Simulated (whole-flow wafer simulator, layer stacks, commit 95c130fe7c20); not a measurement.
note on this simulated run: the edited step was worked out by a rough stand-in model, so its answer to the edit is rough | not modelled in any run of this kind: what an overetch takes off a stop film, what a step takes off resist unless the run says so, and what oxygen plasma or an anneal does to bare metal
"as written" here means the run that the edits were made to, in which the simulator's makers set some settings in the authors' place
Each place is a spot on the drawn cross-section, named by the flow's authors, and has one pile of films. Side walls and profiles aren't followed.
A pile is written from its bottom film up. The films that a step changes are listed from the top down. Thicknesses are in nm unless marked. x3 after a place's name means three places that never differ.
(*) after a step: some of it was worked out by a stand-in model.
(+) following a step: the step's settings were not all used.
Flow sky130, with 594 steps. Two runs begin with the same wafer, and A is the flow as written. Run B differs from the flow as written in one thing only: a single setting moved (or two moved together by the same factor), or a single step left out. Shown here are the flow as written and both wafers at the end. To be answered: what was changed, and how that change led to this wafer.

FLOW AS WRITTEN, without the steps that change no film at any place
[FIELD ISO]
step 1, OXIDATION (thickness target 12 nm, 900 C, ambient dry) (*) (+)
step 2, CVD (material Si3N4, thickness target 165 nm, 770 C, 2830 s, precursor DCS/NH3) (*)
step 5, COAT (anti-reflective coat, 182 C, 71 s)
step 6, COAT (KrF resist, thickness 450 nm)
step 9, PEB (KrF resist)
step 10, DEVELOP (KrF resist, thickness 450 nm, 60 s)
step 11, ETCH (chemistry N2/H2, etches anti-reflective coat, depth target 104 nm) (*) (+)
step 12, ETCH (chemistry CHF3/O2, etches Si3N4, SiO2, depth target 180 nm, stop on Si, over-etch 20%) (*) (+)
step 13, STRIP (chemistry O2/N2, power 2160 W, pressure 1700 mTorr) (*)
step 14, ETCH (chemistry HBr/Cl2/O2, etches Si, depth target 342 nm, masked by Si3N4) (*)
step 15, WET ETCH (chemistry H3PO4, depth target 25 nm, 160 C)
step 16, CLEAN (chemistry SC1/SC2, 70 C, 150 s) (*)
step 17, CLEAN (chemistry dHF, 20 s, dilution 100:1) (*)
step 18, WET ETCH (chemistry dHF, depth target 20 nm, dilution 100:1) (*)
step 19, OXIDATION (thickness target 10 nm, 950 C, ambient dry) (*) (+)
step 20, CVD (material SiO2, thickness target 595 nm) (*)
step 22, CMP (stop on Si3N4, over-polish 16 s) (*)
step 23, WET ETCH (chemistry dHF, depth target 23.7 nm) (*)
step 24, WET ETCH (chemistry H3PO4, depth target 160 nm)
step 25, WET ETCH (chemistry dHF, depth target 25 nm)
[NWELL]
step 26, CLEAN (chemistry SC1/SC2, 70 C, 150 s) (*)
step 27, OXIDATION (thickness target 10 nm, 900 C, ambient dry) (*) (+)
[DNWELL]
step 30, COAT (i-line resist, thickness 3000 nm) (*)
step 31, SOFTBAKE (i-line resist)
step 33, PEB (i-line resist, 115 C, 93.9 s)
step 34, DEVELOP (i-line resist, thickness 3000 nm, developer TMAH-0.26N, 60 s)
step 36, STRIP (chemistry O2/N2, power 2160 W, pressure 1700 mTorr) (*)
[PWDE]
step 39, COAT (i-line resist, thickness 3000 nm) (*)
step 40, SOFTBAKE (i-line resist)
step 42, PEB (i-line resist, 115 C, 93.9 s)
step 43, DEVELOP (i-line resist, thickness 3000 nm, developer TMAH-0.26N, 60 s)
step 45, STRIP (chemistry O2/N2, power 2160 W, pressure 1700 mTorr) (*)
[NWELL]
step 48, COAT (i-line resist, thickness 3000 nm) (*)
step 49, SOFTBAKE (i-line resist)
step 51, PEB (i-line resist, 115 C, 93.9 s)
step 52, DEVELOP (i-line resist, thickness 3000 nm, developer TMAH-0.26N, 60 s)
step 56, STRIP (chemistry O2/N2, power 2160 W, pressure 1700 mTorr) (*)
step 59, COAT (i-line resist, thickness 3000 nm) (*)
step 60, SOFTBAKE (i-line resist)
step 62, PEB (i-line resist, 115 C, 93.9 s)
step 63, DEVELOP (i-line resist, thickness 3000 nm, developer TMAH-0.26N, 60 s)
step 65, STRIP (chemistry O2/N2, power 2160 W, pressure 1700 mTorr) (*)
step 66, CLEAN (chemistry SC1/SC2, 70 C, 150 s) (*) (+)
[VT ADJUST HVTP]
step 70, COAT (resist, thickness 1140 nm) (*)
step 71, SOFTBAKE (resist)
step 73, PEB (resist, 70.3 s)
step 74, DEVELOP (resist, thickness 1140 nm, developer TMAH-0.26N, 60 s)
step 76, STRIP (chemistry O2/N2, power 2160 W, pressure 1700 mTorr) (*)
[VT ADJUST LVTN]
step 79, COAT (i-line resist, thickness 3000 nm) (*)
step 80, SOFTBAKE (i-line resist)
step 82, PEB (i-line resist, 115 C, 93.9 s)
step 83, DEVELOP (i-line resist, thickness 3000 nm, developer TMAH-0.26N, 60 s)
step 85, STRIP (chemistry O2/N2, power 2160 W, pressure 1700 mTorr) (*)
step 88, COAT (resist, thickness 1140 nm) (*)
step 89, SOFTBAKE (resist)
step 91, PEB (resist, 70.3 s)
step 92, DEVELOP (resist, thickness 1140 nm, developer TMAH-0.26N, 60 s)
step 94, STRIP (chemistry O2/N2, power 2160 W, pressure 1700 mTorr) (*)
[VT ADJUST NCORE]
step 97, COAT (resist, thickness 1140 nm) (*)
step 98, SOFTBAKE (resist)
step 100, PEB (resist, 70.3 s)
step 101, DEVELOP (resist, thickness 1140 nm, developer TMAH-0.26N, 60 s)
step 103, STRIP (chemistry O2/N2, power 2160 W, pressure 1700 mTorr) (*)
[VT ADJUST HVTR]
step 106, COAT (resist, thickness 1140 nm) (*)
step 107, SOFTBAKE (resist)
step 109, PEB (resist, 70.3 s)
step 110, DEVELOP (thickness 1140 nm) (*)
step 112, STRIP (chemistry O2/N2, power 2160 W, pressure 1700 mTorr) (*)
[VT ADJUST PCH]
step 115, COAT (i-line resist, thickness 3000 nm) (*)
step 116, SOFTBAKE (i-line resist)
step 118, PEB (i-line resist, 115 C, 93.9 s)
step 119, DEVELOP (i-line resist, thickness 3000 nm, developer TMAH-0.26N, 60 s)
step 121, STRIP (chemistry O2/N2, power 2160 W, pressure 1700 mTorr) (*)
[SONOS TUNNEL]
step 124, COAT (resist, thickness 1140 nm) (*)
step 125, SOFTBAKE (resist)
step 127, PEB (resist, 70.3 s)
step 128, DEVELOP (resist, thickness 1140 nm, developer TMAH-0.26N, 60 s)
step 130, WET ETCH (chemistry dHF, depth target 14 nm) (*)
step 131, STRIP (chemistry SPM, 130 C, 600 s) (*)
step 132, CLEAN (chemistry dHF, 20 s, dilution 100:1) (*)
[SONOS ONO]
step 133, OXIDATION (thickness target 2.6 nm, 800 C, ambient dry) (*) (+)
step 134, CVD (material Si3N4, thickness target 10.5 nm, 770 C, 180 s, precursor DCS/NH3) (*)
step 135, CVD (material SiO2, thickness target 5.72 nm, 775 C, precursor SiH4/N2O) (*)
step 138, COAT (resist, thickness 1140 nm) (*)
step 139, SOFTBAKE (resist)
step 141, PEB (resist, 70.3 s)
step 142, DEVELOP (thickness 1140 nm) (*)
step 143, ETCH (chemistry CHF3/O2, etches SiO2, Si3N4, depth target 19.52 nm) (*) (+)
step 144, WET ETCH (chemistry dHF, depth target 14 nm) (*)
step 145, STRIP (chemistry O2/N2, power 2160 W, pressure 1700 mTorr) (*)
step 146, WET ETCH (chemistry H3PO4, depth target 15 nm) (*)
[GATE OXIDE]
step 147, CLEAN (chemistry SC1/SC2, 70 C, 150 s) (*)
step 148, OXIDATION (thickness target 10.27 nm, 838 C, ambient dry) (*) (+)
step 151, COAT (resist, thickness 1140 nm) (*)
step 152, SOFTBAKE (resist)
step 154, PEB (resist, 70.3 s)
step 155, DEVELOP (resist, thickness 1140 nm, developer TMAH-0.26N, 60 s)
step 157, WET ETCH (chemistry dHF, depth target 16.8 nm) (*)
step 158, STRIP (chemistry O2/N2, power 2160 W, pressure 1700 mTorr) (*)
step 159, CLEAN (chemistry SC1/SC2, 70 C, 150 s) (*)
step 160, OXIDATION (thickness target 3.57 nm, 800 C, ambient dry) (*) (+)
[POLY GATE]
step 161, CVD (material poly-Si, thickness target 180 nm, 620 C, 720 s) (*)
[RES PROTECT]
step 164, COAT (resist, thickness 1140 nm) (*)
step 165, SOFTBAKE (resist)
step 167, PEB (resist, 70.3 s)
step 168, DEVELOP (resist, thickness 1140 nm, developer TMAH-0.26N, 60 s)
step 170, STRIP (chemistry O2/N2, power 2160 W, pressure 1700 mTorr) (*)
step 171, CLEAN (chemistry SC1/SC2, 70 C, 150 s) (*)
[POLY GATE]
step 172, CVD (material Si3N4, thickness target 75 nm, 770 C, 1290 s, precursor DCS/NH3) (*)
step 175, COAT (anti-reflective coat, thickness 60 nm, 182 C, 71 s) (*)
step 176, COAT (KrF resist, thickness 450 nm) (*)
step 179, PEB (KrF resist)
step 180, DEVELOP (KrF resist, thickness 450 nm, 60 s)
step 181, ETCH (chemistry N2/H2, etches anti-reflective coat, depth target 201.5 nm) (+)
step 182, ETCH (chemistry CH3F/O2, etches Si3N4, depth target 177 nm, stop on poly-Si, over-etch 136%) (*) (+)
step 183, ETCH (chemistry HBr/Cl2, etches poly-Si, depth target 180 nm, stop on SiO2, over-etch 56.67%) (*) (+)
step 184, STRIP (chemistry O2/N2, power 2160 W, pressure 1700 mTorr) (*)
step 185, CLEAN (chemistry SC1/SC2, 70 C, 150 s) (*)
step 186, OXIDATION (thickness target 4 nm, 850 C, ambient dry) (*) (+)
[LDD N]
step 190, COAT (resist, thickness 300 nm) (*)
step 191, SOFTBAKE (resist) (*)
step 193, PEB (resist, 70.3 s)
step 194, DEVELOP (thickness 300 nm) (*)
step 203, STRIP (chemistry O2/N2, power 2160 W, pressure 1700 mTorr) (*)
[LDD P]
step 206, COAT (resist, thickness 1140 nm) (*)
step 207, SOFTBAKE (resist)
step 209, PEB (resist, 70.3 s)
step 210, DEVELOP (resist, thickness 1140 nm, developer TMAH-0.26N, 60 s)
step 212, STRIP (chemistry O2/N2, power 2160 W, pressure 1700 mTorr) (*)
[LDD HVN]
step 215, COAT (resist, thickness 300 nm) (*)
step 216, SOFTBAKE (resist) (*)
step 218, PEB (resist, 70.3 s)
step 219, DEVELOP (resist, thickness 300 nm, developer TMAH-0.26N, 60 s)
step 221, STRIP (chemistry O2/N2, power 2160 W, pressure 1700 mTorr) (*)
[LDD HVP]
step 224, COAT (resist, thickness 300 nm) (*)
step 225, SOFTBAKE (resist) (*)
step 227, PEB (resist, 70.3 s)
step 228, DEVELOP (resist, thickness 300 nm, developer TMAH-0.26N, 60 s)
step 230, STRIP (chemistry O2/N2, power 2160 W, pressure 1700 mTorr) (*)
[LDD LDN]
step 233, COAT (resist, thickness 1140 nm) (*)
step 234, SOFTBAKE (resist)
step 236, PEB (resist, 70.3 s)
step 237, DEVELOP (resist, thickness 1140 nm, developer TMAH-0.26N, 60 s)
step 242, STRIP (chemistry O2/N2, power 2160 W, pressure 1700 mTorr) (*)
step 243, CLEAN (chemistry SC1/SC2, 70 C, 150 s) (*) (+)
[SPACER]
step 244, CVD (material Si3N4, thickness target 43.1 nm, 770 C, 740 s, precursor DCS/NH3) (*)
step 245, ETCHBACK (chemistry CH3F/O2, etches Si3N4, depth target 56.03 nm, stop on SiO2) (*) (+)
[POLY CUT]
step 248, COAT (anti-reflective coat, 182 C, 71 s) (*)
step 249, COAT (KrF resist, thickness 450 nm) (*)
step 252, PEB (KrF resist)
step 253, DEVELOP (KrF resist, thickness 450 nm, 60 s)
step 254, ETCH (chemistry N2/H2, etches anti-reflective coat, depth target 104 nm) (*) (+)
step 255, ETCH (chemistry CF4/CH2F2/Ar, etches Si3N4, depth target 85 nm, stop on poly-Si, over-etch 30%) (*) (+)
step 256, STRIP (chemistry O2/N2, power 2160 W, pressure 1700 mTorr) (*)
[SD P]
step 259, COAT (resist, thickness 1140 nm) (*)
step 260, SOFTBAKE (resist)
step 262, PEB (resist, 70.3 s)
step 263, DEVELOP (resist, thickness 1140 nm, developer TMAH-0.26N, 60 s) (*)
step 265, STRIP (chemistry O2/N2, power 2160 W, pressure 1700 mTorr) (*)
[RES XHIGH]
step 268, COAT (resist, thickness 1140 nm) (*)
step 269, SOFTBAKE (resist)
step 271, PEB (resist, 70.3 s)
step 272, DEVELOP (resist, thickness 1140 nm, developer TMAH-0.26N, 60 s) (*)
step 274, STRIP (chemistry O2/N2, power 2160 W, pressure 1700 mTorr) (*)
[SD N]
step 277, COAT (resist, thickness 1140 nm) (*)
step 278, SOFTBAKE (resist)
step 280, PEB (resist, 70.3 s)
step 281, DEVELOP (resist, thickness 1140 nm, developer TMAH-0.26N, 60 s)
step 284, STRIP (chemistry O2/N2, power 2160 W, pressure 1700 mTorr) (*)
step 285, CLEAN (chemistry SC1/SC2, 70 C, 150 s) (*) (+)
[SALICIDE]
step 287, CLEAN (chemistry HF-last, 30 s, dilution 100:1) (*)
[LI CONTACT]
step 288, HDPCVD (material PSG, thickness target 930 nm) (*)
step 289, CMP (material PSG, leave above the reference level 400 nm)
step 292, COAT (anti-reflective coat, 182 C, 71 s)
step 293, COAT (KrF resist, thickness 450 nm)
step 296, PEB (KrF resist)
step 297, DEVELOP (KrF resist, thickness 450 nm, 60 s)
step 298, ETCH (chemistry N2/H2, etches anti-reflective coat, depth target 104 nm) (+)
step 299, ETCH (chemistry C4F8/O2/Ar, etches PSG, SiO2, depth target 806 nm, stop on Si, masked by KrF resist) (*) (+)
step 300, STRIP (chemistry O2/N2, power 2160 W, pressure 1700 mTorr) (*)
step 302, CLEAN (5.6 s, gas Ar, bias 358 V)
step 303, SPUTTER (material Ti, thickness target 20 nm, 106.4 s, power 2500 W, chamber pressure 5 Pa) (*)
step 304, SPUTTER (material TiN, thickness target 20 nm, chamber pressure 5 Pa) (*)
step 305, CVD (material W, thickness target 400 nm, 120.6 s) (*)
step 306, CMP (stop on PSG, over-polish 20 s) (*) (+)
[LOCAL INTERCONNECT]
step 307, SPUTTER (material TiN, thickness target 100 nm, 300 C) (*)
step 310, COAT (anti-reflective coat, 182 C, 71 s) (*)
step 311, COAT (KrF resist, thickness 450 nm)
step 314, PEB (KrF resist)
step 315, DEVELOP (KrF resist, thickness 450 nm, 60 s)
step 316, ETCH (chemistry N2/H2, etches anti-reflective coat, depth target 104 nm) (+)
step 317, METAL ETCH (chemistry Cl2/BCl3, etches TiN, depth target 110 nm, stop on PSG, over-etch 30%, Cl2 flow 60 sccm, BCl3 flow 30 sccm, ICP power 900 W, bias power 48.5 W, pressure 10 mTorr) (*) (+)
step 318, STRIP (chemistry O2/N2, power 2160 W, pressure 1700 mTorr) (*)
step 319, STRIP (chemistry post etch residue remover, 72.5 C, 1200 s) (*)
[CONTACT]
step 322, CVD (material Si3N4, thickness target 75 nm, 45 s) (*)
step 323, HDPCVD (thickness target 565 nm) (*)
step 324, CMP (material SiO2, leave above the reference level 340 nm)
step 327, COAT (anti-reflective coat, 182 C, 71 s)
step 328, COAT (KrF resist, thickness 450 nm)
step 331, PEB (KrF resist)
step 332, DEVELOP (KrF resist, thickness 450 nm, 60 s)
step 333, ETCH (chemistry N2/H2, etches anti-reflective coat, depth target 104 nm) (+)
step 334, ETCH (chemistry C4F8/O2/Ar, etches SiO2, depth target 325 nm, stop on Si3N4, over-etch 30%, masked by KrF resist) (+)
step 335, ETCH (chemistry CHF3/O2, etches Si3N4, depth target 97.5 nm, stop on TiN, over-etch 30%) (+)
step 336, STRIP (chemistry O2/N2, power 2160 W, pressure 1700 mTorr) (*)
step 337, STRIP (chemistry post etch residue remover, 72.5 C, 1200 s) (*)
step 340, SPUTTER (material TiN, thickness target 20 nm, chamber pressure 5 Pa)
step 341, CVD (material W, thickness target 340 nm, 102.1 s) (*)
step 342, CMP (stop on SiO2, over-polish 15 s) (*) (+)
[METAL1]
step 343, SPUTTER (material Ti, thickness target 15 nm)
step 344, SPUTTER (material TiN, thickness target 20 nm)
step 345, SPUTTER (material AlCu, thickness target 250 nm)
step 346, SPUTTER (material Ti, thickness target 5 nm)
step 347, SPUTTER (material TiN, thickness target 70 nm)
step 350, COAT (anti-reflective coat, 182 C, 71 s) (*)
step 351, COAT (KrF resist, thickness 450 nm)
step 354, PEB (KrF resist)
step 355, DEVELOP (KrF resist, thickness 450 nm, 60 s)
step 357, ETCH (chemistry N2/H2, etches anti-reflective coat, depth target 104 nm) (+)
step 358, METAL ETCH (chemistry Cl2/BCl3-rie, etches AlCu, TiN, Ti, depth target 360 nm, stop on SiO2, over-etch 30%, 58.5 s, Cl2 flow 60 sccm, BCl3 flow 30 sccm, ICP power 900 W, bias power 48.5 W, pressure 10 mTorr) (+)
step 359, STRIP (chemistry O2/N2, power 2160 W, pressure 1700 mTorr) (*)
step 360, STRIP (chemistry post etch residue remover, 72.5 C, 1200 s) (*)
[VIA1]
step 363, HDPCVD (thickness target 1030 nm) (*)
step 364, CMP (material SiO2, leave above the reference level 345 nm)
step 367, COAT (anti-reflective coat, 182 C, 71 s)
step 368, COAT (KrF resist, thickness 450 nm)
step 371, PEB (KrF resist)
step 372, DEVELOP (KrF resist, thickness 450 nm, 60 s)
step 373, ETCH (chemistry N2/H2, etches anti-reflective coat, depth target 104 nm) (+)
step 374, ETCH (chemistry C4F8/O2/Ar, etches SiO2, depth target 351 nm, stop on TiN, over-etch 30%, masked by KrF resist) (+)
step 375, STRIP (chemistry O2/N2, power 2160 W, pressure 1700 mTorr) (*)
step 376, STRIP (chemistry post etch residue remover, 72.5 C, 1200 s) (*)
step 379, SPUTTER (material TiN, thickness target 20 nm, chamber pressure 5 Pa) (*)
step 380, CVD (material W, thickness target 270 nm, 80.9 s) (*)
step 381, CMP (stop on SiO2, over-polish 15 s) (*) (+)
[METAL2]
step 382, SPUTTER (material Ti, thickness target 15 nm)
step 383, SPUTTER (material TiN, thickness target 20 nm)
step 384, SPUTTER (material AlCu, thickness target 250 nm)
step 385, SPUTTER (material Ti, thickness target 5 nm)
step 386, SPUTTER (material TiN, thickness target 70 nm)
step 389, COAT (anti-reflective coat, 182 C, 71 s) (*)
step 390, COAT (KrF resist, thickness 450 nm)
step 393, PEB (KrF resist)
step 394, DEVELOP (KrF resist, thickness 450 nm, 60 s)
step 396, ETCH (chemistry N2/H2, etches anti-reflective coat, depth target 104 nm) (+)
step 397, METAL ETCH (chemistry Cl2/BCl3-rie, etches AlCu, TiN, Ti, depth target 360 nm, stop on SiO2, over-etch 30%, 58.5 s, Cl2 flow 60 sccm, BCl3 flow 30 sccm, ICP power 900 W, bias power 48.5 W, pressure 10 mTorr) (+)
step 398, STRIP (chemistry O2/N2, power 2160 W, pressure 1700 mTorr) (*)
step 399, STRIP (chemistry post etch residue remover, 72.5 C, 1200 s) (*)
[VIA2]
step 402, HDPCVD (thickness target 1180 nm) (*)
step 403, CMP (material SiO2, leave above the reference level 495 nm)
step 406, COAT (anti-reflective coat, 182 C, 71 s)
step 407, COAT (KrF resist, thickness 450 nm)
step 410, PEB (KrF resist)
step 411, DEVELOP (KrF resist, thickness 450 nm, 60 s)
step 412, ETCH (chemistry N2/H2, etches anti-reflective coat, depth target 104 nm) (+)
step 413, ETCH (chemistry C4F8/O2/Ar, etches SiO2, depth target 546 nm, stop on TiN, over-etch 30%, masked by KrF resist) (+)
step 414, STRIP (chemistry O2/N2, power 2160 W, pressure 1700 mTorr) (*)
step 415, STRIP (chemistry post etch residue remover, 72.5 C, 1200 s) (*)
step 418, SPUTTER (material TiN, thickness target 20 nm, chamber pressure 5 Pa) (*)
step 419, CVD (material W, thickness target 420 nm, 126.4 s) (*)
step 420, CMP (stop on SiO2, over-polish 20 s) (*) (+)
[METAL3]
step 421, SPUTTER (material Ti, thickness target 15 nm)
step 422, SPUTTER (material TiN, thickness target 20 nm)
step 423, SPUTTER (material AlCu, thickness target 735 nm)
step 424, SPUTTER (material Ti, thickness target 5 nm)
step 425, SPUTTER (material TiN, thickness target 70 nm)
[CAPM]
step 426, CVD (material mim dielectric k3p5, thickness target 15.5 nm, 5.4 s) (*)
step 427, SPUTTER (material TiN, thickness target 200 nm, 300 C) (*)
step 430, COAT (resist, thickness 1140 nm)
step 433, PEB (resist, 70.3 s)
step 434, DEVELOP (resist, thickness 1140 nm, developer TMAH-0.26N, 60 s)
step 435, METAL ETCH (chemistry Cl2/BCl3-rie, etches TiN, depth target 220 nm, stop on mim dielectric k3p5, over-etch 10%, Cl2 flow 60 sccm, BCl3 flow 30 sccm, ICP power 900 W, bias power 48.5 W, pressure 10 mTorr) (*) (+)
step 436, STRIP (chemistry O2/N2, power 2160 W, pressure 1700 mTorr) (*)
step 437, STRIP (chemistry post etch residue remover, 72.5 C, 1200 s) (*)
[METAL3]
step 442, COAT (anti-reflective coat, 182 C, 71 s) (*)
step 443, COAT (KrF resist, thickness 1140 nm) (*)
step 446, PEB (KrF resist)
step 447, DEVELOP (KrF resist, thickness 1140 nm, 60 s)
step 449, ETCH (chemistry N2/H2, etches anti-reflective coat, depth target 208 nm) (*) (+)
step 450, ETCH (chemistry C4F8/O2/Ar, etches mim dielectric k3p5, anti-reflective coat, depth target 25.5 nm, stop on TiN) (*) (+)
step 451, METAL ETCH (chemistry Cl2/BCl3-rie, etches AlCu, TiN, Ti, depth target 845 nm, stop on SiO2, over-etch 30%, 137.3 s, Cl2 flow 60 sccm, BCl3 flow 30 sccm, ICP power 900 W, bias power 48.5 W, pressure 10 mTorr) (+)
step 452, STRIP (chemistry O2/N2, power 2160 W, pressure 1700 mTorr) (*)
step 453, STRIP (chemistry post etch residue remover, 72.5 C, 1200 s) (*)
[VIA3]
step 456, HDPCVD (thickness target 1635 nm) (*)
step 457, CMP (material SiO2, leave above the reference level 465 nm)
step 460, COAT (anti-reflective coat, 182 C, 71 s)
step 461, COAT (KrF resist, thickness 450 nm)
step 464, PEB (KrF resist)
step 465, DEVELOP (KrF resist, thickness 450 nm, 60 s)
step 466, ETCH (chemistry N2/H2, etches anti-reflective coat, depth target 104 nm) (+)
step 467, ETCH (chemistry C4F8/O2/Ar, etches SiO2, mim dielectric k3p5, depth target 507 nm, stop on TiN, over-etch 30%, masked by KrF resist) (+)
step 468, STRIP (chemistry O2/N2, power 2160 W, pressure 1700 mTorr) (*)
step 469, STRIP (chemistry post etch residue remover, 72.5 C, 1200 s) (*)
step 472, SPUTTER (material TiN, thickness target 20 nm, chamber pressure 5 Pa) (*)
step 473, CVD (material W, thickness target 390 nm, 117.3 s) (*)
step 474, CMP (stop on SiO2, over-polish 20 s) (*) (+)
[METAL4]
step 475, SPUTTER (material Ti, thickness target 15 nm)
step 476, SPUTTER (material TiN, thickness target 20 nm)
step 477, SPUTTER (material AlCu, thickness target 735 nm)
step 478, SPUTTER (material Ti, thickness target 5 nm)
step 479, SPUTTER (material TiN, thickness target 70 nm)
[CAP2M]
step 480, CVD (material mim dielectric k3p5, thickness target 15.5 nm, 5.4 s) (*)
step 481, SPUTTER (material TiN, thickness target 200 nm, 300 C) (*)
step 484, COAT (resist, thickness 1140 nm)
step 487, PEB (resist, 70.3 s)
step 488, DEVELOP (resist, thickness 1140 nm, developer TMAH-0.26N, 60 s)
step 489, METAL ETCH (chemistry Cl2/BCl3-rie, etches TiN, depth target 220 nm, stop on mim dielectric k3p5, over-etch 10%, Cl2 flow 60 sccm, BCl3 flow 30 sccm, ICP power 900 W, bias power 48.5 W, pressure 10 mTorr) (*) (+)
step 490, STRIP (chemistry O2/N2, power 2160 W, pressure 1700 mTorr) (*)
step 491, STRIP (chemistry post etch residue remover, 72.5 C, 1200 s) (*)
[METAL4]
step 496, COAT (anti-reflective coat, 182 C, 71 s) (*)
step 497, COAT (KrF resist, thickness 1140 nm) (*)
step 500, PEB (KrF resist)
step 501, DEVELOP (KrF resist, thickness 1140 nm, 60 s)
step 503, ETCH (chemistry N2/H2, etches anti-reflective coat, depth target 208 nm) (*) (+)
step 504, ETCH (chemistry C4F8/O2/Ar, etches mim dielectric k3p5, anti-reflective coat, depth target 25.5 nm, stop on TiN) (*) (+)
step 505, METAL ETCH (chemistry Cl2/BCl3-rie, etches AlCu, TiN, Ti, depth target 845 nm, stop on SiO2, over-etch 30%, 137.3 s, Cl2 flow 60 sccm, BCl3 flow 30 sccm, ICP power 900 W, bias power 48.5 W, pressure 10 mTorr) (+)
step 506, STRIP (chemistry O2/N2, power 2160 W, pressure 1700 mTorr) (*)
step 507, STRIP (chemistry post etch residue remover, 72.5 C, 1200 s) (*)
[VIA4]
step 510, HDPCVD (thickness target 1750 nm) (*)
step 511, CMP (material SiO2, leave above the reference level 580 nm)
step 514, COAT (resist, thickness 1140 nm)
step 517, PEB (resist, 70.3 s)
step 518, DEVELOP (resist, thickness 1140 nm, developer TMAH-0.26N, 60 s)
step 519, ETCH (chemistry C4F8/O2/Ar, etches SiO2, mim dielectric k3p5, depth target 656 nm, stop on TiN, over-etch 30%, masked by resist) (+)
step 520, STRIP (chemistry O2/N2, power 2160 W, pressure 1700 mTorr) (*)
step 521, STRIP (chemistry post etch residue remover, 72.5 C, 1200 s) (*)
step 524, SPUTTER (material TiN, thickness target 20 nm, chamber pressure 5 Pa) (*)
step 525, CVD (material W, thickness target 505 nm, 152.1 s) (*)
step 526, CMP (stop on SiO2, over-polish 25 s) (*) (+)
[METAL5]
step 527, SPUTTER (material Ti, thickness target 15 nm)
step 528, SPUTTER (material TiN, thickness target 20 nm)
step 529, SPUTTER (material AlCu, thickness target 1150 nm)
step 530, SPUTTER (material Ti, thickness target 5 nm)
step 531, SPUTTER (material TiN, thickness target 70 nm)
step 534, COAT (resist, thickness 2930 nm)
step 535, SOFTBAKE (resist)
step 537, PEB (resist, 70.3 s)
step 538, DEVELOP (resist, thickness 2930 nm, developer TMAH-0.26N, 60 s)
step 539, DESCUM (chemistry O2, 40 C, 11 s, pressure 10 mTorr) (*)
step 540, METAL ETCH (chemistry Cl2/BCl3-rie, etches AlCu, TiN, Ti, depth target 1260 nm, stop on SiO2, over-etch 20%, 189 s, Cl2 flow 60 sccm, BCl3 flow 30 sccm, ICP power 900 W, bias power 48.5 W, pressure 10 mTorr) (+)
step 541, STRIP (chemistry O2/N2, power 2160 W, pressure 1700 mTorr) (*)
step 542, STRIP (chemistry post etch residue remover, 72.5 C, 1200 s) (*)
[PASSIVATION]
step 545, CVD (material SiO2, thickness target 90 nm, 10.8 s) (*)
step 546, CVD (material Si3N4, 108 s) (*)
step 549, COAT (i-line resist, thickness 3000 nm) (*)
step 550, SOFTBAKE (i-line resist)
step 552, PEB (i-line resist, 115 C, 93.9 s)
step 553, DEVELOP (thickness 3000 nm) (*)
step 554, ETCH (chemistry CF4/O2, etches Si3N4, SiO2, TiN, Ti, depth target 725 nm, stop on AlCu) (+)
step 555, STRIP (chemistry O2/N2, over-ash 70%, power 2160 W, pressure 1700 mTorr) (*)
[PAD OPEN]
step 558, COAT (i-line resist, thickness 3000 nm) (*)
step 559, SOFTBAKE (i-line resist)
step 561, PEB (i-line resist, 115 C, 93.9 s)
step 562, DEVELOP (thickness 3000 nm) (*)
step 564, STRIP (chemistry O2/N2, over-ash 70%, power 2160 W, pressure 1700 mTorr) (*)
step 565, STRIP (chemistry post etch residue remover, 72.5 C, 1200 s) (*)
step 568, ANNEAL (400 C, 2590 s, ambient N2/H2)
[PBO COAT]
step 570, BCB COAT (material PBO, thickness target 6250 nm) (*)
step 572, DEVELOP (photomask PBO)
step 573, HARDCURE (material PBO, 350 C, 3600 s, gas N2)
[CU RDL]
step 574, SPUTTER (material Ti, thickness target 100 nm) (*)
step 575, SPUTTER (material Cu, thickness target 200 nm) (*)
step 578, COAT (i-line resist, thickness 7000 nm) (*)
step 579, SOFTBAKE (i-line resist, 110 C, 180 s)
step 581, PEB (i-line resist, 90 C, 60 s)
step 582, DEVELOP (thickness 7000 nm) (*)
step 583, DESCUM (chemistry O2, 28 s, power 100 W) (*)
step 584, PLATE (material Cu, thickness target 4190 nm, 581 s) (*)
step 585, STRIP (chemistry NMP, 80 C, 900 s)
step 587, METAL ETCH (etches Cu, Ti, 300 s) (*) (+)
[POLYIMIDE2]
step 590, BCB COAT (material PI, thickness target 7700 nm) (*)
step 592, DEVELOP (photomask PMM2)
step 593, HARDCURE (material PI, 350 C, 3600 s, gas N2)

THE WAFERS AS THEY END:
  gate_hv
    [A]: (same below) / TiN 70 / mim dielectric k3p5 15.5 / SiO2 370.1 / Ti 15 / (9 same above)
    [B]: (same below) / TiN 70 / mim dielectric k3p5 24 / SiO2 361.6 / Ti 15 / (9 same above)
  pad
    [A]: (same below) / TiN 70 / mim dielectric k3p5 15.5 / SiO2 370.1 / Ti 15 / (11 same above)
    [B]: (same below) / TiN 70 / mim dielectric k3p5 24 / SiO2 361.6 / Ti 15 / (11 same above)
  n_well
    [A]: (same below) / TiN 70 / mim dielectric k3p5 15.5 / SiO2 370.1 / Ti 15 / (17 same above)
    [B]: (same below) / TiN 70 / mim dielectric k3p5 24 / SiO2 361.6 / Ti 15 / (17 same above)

The reason: step 426, CVD: thickness target 24 nm was run, while the flow as written has thickness target 15.5 nm; step 426, CVD: 8.37 s was run, where the flow has 5.4 s.
The wafer itself shows it: gate_hv has mim dielectric k3p5 24, and step 426 as written asks for 15.5 nm.

The path from the change to this, step by step:
  step 426, CVD (material mim dielectric k3p5, thickness target 15.5 nm, 5.4 s) (*)
      field, active, n_well and 188 more: A +15.5 mim dielectric k3p5 (new film) | B +24 mim dielectric k3p5 (new film)
  step 450, ETCH (chemistry C4F8/O2/Ar, etches mim dielectric k3p5, anti-reflective coat, depth target 25.5 nm, stop on TiN) (*) (+)
      n_well, p_well, gate_hv and 104 more: A -15.5 KrF resist | B -17 KrF resist
      field, active, gate and 82 more: A -15.5 mim dielectric k3p5 (all of it) | B -24 mim dielectric k3p5 (all of it)
  step 467, ETCH (chemistry C4F8/O2/Ar, etches SiO2, mim dielectric k3p5, depth target 507 nm, stop on TiN, over-etch 30%, masked by KrF resist) (+)
      m1: A -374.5 SiO2 (all of it), -15.5 mim dielectric k3p5 (all of it) | B -366 SiO2 (all of it), -24 mim dielectric k3p5 (all of it)
      via3_hole: A -373.9 SiO2 (all of it), -15.5 mim dielectric k3p5 (all of it) | B -365.4 SiO2 (all of it), -24 mim dielectric k3p5 (all of it)
